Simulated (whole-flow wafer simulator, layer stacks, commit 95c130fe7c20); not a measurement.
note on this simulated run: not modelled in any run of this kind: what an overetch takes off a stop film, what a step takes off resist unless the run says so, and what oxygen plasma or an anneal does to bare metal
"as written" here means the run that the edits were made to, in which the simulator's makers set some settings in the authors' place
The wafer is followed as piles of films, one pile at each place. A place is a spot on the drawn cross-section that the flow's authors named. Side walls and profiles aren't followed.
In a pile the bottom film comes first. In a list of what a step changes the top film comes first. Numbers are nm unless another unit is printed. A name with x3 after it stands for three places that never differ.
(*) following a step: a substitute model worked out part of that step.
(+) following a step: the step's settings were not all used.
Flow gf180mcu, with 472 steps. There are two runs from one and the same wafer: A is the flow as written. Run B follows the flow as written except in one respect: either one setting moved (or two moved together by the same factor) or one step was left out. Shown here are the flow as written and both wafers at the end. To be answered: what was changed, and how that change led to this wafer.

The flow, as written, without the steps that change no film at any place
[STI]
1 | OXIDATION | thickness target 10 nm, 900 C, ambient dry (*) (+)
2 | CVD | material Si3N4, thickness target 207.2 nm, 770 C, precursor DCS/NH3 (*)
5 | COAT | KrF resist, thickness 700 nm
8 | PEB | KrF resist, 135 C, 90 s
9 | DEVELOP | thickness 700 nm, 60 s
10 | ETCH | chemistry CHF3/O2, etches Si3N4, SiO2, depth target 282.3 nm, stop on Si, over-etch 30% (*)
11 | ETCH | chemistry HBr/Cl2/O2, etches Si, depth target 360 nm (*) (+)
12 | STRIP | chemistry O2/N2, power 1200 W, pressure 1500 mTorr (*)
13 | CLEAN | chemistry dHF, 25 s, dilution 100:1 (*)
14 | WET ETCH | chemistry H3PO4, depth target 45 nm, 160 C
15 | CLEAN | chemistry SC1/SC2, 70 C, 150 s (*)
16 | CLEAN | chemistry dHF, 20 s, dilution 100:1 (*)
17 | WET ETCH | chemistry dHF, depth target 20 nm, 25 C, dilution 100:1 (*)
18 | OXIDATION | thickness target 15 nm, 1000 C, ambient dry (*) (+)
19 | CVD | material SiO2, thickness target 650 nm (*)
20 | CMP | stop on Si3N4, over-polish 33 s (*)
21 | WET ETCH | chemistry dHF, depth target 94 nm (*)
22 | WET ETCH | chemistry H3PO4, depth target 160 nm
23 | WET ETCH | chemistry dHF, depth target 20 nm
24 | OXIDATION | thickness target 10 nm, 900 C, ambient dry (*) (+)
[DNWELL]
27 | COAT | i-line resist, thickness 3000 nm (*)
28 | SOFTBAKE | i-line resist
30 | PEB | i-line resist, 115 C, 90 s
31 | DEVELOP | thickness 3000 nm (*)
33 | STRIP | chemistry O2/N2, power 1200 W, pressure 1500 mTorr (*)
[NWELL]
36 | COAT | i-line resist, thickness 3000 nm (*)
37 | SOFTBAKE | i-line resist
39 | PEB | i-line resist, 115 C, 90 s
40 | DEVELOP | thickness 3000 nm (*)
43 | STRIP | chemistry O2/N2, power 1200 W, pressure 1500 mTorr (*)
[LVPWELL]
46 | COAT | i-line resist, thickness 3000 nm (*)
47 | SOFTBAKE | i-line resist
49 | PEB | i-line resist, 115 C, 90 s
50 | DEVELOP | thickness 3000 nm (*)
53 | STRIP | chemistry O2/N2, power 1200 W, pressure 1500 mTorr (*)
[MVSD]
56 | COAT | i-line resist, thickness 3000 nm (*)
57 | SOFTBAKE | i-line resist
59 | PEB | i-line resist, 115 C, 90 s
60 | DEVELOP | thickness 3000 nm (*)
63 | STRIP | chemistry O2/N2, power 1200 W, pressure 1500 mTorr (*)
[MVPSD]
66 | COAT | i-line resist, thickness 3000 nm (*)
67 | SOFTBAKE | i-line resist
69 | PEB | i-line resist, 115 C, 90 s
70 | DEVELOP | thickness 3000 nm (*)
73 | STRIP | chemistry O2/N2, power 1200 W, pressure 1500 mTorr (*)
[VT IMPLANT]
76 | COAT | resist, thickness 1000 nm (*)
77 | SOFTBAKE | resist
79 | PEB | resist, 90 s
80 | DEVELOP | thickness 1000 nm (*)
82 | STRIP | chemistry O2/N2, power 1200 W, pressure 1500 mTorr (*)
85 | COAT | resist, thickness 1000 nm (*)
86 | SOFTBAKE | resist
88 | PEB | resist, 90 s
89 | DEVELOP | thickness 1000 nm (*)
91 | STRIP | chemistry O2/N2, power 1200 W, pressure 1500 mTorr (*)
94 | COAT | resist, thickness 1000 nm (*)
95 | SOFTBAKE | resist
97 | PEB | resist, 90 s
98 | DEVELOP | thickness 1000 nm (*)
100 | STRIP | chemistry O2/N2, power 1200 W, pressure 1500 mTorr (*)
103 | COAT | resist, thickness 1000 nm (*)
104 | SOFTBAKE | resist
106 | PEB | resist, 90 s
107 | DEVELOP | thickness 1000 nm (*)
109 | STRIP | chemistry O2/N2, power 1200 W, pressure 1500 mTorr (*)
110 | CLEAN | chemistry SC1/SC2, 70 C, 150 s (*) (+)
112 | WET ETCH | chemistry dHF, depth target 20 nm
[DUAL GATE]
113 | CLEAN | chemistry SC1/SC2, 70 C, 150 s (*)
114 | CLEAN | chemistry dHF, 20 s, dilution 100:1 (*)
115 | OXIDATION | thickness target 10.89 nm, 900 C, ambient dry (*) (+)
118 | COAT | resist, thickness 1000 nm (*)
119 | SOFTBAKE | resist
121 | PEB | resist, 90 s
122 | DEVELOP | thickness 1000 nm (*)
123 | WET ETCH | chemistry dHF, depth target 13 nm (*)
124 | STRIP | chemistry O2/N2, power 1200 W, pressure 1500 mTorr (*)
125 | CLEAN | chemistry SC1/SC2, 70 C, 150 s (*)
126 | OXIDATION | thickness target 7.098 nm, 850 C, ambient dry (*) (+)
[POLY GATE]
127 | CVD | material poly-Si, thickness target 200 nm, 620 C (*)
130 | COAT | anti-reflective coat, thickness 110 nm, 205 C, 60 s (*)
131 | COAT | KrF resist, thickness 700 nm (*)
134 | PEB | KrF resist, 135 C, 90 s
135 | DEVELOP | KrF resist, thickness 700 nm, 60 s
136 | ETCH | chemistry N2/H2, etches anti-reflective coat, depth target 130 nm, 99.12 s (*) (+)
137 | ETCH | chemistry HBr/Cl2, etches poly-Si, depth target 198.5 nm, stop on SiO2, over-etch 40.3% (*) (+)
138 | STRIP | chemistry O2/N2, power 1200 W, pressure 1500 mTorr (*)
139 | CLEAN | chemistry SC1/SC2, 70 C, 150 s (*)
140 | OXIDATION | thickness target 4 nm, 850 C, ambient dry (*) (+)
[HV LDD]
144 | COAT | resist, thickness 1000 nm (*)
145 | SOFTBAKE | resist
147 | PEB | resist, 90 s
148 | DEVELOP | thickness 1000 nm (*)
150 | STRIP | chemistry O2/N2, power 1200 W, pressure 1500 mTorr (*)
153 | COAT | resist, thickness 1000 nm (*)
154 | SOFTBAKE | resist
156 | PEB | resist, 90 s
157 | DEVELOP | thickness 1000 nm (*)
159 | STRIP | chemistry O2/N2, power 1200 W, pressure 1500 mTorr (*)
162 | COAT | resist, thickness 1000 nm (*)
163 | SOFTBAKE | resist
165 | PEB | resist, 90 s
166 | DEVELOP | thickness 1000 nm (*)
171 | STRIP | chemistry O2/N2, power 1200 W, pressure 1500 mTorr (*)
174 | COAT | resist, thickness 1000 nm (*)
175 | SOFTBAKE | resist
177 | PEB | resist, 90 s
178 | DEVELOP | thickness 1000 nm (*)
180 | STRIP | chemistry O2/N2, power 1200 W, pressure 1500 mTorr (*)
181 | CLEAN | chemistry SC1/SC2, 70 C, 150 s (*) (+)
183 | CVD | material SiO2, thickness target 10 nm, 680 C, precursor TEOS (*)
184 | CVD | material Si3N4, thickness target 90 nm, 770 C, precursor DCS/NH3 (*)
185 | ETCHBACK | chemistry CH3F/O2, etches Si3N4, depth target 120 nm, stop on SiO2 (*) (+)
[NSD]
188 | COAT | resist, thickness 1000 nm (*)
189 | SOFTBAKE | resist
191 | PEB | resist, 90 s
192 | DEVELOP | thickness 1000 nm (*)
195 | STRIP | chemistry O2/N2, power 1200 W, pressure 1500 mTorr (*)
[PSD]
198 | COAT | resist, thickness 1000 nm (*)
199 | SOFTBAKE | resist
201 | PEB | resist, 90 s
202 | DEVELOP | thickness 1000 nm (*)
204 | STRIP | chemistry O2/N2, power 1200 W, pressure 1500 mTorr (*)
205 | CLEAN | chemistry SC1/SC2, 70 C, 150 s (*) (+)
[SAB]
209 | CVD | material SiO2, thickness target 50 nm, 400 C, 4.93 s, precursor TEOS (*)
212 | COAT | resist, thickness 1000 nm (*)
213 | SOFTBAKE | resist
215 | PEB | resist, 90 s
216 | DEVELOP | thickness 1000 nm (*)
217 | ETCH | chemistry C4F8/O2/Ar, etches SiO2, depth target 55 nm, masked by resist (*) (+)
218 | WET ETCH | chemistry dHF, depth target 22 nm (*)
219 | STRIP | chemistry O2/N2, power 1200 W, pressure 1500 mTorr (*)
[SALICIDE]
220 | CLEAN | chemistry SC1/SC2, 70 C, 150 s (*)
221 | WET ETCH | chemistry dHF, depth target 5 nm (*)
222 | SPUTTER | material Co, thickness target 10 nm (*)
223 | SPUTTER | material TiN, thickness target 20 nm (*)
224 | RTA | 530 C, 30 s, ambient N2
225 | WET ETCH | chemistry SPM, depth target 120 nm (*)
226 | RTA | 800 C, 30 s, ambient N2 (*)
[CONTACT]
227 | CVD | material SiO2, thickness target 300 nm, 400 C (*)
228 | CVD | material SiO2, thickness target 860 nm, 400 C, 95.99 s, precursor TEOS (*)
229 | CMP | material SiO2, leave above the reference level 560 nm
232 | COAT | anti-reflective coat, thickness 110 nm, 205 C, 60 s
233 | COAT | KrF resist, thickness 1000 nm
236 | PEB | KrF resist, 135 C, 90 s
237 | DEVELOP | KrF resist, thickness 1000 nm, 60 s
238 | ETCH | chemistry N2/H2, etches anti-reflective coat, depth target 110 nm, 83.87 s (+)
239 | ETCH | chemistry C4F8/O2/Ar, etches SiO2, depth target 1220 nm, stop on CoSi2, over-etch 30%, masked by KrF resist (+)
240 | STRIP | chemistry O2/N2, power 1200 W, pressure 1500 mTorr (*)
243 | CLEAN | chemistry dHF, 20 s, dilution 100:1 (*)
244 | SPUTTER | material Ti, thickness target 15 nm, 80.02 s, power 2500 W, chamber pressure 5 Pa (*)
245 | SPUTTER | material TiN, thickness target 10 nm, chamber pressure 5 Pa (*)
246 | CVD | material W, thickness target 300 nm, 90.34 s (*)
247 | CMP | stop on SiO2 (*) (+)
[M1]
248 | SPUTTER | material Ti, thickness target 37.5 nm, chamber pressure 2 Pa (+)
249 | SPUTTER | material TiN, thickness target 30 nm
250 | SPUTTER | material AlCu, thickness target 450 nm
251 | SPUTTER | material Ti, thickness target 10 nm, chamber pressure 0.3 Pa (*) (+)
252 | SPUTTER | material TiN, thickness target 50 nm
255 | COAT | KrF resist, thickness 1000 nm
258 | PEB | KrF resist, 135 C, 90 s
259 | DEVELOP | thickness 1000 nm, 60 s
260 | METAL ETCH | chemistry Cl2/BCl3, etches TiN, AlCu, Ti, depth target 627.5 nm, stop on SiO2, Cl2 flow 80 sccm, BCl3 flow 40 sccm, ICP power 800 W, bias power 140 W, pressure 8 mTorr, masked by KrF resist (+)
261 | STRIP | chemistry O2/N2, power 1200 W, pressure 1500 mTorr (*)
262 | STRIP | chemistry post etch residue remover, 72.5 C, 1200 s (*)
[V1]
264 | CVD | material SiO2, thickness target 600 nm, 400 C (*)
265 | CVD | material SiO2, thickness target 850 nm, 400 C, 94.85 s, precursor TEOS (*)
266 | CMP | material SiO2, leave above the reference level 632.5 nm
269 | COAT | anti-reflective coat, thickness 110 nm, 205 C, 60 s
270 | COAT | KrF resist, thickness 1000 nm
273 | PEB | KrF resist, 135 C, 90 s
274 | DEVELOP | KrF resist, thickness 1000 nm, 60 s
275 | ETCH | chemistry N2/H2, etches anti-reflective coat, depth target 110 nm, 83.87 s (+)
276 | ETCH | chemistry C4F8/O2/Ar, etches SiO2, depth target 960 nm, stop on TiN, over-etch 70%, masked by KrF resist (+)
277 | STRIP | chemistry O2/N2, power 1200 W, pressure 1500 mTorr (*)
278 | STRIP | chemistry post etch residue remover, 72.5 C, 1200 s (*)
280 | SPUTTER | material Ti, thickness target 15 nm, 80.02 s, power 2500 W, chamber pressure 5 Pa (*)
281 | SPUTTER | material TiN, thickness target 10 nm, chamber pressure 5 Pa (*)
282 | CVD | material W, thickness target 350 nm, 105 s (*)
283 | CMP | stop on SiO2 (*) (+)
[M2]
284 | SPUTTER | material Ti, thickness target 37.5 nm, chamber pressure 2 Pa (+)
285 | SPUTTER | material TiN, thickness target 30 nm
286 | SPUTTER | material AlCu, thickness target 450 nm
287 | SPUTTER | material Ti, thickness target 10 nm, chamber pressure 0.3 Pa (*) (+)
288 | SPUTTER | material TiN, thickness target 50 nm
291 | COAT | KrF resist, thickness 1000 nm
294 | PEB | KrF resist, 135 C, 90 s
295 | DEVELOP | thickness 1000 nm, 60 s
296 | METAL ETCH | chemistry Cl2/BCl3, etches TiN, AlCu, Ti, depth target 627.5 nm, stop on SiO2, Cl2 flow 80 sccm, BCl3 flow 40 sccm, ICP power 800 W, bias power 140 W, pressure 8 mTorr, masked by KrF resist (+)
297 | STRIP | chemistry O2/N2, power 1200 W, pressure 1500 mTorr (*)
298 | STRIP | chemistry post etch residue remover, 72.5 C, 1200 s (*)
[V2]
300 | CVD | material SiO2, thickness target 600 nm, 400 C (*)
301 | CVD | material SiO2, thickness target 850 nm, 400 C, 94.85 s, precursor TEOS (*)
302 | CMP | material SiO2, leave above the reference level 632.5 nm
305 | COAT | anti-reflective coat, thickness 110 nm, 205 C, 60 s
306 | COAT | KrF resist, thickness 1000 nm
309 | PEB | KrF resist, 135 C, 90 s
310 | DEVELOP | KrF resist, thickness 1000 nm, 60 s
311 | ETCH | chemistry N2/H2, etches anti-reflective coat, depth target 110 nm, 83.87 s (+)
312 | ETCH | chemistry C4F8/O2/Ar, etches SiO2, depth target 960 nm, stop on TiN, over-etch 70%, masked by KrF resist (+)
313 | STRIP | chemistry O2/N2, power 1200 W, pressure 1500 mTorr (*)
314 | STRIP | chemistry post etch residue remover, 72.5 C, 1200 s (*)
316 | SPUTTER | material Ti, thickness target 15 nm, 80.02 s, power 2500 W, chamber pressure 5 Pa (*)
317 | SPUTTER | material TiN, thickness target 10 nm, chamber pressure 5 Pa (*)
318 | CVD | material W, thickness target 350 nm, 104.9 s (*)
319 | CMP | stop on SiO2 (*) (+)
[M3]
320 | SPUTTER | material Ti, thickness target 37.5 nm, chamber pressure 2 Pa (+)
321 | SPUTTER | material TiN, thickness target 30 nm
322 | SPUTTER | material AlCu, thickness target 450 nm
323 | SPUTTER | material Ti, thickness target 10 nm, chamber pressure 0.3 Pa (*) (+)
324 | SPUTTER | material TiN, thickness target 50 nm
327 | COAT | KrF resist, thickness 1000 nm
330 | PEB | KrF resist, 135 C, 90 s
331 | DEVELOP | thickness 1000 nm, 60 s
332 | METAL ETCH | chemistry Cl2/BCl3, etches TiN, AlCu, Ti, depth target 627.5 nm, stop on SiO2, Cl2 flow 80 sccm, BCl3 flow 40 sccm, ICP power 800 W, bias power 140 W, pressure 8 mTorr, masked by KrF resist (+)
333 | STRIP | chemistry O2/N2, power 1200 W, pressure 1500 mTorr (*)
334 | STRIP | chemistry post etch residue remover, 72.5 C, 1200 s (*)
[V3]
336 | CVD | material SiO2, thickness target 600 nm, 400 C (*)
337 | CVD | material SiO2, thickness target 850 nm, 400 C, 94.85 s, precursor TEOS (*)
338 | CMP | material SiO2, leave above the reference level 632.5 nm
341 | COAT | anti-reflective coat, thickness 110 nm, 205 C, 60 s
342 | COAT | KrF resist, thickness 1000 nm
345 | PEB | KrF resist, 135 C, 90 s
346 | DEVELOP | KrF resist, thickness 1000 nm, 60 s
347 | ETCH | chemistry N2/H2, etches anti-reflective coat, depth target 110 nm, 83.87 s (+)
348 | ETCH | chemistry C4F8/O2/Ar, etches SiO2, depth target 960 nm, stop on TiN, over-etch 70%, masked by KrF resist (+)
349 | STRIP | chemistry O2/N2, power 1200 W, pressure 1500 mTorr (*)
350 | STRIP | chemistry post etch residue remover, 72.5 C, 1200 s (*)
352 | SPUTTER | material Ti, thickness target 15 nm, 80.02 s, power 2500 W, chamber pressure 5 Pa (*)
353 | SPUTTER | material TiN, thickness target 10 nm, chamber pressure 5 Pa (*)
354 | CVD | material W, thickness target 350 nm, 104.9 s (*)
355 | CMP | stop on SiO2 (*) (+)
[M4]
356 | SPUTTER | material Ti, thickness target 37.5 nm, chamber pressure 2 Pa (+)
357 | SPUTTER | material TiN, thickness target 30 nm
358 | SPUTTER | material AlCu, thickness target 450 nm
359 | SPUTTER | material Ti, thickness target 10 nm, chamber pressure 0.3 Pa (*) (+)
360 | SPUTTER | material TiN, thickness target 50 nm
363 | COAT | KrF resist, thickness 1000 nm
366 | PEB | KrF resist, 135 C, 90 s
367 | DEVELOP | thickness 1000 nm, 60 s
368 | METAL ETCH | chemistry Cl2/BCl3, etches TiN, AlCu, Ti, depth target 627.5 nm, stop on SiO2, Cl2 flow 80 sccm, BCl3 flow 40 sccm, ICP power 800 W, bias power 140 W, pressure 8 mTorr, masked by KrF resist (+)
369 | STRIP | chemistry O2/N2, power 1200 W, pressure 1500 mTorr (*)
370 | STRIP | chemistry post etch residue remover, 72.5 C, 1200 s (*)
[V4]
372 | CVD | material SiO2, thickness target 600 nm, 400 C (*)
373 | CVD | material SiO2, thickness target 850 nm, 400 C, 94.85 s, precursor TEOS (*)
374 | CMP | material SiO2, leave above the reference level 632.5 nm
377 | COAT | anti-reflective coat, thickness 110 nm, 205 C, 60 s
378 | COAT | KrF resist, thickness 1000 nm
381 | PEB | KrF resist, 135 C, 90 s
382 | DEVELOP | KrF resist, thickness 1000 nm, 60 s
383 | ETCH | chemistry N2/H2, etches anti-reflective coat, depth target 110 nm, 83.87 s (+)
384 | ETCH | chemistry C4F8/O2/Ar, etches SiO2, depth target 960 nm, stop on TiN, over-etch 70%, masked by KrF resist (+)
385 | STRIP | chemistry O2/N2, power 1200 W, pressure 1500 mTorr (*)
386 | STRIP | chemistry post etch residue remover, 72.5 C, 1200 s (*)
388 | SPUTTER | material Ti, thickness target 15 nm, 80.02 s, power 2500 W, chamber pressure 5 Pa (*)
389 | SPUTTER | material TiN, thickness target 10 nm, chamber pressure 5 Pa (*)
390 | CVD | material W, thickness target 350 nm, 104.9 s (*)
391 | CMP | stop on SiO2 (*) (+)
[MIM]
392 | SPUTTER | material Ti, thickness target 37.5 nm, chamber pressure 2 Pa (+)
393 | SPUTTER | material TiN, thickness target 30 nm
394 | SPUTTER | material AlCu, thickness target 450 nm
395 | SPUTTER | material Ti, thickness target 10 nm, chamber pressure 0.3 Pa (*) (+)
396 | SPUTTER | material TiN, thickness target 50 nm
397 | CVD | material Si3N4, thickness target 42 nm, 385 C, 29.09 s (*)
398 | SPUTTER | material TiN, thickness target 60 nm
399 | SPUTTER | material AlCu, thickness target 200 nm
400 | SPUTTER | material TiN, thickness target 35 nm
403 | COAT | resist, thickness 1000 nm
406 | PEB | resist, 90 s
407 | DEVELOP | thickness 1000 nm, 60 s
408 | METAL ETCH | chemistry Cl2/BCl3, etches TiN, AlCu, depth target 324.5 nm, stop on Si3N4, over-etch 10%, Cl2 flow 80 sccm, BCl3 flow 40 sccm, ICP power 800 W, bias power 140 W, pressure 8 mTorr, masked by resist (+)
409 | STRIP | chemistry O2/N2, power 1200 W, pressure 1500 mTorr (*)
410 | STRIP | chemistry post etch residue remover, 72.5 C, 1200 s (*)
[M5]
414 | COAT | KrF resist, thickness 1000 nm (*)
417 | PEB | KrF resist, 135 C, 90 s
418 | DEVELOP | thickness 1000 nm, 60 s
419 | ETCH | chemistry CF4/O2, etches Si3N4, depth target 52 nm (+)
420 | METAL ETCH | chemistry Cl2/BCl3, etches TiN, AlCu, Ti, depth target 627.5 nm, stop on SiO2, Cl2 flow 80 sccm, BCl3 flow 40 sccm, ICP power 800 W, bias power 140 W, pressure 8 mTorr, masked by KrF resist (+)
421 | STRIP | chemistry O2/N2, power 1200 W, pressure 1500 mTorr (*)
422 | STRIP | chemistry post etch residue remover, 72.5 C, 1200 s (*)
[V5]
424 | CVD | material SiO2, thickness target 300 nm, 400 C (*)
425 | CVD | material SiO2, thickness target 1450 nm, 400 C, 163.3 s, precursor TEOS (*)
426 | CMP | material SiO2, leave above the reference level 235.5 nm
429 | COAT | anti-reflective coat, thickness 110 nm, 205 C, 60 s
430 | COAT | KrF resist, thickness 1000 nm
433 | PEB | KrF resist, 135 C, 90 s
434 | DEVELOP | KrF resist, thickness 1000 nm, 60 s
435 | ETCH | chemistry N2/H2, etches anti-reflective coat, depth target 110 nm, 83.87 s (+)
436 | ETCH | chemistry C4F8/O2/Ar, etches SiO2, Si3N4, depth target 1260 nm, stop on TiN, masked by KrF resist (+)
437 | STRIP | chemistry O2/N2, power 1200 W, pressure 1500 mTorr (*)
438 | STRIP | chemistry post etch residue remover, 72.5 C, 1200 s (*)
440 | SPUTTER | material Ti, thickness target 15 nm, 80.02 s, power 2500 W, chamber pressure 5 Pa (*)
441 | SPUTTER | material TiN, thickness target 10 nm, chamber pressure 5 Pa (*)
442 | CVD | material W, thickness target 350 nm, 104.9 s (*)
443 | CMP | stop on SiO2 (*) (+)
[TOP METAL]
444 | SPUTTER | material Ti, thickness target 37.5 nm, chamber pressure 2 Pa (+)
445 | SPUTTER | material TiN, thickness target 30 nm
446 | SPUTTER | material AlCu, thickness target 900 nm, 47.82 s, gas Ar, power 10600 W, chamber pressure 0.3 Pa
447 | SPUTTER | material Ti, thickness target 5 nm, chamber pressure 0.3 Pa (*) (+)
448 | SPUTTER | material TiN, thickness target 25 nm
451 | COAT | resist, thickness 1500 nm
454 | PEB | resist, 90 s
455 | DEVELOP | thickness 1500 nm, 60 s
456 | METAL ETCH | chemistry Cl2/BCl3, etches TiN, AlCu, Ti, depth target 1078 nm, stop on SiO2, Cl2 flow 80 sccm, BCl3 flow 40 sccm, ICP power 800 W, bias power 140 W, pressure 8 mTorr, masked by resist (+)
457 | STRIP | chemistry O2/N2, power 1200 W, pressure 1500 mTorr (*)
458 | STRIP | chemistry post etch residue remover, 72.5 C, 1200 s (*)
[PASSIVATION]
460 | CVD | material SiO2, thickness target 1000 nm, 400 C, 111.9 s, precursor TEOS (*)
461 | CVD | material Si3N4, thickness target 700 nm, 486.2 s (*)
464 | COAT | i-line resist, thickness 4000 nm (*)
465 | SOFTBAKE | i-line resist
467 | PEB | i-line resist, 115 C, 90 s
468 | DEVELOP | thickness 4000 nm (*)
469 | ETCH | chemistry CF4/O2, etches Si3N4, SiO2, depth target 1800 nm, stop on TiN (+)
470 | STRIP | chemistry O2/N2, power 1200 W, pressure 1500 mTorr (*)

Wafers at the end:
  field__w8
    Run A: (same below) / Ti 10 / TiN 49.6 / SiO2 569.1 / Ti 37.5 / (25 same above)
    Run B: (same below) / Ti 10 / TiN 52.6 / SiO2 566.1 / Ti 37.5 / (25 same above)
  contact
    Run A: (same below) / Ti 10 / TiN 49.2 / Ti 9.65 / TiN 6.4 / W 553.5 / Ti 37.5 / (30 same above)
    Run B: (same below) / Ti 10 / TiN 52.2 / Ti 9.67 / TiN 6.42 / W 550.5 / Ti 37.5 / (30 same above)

Cause: step 288, SPUTTER: thickness target 53 nm was run, while the flow as written has thickness target 50 nm.

The path from the change to this, step by step:
  288 | SPUTTER | material TiN, thickness target 50 nm
      field, field__w1, field__w2 and 108 more: A +50 TiN (new film) | B +53 TiN (new film)
  296 | METAL ETCH | chemistry Cl2/BCl3, etches TiN, AlCu, Ti, depth target 627.5 nm, stop on SiO2, Cl2 flow 80 sccm, BCl3 flow 40 sccm, ICP power 800 W, bias power 140 W, pressure 8 mTorr, masked by KrF resist (+)
      field, field__w1, field__w2 and 103 more: A -50 TiN (all of it), -10 Ti (all of it), -450 AlCu (all of it), -30 TiN (all of it), -37.5 Ti (all of it) | B -53 TiN (all of it), -10 Ti (all of it), -450 AlCu (all of it), -30 TiN (all of it), -37.5 Ti (all of it)
